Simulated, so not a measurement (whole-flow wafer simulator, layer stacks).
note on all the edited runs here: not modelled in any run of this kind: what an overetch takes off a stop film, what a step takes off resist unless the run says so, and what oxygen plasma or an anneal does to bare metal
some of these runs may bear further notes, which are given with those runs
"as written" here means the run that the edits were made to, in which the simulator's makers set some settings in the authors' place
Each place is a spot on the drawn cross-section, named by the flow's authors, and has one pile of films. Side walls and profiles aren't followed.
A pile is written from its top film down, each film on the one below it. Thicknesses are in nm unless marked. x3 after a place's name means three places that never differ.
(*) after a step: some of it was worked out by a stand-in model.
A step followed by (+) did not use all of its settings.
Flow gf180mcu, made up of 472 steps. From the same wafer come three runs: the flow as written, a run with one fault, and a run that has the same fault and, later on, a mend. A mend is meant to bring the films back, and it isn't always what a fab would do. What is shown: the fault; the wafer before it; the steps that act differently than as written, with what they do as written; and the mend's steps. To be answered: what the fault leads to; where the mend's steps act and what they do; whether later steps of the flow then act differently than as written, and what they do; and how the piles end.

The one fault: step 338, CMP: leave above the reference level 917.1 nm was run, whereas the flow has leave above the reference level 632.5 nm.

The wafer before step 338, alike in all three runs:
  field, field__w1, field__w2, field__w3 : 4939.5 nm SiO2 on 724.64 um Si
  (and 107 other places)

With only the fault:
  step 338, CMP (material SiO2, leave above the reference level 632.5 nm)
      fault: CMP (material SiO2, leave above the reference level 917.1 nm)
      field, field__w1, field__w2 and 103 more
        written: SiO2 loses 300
        fault: SiO2 loses 15.4
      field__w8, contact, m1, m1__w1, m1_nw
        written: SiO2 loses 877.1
        fault: SiO2 loses 592.5
  Later steps of the flow acting differently than as written:
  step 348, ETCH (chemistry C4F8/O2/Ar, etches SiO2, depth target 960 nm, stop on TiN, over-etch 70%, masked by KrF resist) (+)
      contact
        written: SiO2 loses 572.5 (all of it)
        fault: SiO2 loses 857.1 (all of it)
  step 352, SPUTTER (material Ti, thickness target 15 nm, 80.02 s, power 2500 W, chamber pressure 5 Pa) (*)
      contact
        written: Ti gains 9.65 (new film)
        fault: Ti gains 8.19 (new film)
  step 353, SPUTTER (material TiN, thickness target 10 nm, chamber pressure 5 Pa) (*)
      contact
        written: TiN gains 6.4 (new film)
        fault: TiN gains 5.42 (new film)
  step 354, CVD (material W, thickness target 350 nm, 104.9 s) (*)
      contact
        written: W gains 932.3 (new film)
        fault: W gains 1219.3 (new film)
  By the end, the piles at field, field__w1, field__w2 and 109 more depart from the flow's by more than 2% or 0.5 nm, whichever is larger.
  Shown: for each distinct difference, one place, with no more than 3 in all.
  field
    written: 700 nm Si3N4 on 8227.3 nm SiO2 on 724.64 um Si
    fault: 700 nm Si3N4 on 8511.9 nm SiO2 on 724.64 um Si
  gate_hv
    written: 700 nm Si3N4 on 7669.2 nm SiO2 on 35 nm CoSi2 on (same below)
    fault: 700 nm Si3N4 on 7953.8 nm SiO2 on 35 nm CoSi2 on (same below)
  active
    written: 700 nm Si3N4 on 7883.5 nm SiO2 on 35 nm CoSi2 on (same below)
    fault: 700 nm Si3N4 on 8168.1 nm SiO2 on 35 nm CoSi2 on (same below)

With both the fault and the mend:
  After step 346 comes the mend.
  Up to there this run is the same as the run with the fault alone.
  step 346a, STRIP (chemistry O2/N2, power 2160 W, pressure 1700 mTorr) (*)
      field, field__w1, field__w2 and 107 more
        KrF resist loses 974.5 (all of it), anti-reflective coat loses 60 (all of it)
      contact
        anti-reflective coat loses 60 (all of it)
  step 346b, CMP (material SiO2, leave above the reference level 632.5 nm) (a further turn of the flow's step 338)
      field, field__w1, field__w2 and 108 more
        SiO2 loses 284.6
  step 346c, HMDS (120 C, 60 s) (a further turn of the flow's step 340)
      leaves every film unchanged at each place that is followed
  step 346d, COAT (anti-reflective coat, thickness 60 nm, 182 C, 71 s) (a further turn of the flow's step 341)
      field, field__w1, field__w2 and 108 more
        anti-reflective coat gains 60 (new film)
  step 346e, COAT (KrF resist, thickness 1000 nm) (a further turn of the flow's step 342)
      field, field__w1, field__w2 and 108 more
        KrF resist gains 1000 (new film)
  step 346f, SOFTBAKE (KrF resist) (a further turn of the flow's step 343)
      leaves every film unchanged at each place that is followed
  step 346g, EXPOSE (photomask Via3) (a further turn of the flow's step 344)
      leaves every film unchanged at each place that is followed
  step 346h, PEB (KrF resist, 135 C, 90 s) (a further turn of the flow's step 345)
      field, field__w1, field__w2 and 108 more
        KrF resist loses 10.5
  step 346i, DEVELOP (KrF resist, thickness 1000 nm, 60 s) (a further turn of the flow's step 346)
      field, field__w1, field__w2 and 107 more
        KrF resist loses 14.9
      contact
        KrF resist loses 989.5 (all of it)
  Every later step of the flow that is run acts as written at every place that is followed.
  At every place that both follow, the piles at the end match the flow's.
